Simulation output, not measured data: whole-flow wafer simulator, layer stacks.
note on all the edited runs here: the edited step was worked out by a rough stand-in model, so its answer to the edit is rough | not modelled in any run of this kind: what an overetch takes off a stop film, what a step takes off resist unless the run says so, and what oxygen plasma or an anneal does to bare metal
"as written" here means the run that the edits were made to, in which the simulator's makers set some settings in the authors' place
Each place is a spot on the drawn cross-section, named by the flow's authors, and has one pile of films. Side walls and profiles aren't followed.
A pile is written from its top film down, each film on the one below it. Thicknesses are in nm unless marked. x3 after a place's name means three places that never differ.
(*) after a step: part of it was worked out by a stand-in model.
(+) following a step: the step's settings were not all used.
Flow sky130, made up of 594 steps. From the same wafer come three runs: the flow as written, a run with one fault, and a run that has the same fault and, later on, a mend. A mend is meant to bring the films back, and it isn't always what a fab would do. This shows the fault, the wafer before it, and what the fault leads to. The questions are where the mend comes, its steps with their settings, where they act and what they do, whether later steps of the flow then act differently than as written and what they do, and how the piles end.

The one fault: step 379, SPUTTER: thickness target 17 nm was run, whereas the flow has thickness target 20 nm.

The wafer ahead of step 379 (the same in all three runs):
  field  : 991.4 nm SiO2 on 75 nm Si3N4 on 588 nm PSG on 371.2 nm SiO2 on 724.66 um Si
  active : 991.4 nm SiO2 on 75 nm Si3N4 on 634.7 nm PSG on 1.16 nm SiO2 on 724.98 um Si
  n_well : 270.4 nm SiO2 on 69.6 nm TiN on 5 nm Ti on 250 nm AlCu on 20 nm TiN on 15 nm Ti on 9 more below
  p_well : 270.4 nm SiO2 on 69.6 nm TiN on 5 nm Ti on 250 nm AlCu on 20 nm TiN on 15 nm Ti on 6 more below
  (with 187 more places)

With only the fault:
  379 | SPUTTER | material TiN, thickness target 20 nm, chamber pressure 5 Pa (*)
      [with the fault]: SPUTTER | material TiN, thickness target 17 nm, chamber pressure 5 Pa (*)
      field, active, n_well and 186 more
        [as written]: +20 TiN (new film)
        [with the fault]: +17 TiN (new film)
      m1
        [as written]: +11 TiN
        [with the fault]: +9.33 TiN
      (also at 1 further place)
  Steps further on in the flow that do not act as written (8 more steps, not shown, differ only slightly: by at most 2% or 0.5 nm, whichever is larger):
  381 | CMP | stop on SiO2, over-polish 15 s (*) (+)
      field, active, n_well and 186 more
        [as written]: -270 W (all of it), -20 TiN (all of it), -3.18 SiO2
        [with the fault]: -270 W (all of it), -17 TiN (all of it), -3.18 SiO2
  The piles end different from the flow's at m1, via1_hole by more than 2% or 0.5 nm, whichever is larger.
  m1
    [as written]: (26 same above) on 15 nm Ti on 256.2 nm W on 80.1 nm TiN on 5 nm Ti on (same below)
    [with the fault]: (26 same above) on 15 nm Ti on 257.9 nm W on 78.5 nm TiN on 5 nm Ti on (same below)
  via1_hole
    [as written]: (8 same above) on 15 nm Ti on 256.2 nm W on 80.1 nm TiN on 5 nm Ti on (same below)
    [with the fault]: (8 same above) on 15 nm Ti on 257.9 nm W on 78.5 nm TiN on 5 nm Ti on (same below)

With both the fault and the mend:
  The mend follows step 379.
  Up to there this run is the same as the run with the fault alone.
  379a | SPUTTER | material TiN, thickness target 3 nm, chamber pressure 5 Pa (*) (the flow's step 379, run once more with other settings)
      field, active, n_well and 186 more
        +3 TiN
      m1
        +1.63 TiN
      via1_hole
        +1.61 TiN
  Every later step of the flow that is run acts as written, at every place that is followed, to within 2% or 0.5 nm, whichever is larger.
  At the end the piles are close to the flow's at the places that both follow, differing by at most 2% or 0.5 nm, whichever is larger.
